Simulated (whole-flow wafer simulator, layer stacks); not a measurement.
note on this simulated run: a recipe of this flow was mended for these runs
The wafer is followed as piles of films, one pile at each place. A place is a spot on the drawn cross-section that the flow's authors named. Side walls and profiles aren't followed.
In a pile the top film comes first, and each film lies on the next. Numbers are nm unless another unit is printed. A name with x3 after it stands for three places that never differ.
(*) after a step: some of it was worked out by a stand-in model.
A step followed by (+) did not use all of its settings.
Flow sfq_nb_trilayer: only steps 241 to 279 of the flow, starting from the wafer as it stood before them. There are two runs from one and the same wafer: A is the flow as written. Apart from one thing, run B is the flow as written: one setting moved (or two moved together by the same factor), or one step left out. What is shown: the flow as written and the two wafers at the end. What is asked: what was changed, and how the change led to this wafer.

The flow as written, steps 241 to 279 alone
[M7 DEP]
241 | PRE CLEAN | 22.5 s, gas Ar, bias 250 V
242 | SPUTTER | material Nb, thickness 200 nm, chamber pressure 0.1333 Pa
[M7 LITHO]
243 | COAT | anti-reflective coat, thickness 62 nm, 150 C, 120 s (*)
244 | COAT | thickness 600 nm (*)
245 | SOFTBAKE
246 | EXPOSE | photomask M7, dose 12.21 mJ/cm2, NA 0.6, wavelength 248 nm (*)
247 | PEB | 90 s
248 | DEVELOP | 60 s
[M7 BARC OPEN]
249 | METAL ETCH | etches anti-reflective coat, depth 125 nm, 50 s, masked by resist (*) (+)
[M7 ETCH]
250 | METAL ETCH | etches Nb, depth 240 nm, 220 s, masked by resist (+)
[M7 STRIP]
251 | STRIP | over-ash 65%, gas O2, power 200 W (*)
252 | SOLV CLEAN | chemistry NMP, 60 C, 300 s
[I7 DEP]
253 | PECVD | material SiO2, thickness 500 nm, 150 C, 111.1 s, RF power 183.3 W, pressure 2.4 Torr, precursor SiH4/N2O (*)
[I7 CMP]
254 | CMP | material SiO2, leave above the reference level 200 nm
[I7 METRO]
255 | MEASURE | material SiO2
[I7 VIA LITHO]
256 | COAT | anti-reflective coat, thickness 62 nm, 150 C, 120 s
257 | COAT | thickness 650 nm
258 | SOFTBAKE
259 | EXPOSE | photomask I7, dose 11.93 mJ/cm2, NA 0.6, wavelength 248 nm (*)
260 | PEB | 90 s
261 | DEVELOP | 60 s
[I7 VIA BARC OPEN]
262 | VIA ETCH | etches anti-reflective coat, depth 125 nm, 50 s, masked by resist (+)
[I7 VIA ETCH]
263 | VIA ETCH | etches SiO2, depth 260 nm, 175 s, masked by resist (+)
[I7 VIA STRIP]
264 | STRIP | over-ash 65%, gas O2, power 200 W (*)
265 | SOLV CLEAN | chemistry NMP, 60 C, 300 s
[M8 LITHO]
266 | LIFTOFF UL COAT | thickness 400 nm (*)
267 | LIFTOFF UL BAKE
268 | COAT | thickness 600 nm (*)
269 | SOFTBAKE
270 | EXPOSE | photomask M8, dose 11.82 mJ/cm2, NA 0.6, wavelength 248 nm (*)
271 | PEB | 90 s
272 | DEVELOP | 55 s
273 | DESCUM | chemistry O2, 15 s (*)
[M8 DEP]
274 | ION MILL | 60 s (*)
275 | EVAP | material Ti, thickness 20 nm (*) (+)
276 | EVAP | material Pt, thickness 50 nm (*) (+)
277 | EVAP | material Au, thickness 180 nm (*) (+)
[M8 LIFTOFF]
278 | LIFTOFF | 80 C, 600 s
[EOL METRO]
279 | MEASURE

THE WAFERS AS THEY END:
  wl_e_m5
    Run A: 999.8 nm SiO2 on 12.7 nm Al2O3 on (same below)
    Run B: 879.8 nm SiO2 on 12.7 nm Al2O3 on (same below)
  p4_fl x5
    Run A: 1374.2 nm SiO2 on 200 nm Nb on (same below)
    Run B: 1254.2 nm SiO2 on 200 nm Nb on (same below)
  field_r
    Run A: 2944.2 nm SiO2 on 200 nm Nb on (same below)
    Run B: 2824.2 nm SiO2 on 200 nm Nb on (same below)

Cause: step 242, SPUTTER: thickness 80 nm was run, though the flow has thickness 200 nm.

The path from the change to this, step by step:
  242 | SPUTTER | material Nb, thickness 200 nm, chamber pressure 0.1333 Pa
      field_l, v_sur, via_wl and 102 more: A +200 Nb (new film) | B +80 Nb (new film)
      via_v: A +159.9 Nb | B +63.9 Nb
  243 | COAT | anti-reflective coat, thickness 62 nm, 150 C, 120 s (*)
      via_sp: A +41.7 anti-reflective coat (new film) | B +40.8 anti-reflective coat (new film)
      via_v: A +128 anti-reflective coat (new film) | B +121.4 anti-reflective coat (new film)
      (as well as at 1 more place)
  250 | METAL ETCH | etches Nb, depth 240 nm, 220 s, masked by resist (+)
      field_l, field_r, lsp_l and 62 more: A -200 Nb (all of it), -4 SiO2 | B -80 Nb (all of it), -16 SiO2
  251 | STRIP | over-ash 65%, gas O2, power 200 W (*)
      via_sp: A -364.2 KrF-resist-other-grade (all of it), -41.7 anti-reflective coat (all of it) | B -366.9 KrF-resist-other-grade (all of it), -40.8 anti-reflective coat (all of it)
      via_v: A -506.5 KrF-resist-other-grade (all of it), -128 anti-reflective coat (all of it) | B -493.2 KrF-resist-other-grade (all of it), -121.4 anti-reflective coat (all of it)
      (as well as at 1 more place)
  253 | PECVD | material SiO2, thickness 500 nm, 150 C, 111.1 s, RF power 183.3 W, pressure 2.4 Torr, precursor SiH4/N2O (*)
      field_r, lsp_l: A +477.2 SiO2 | B +489.3 SiO2
      m7r_space_l x2: A +561.1 SiO2 | B +500 SiO2
      (as well as at 1 more place)
  254 | CMP | material SiO2, leave above the reference level 200 nm
      field_l, p4_fl x5, p4_w1 x9 and 44 more: A -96 SiO2 | B -204 SiO2
      field_r, lsp_l: A -73.2 SiO2 | B -193.3 SiO2
      (as well as at 5 more places)
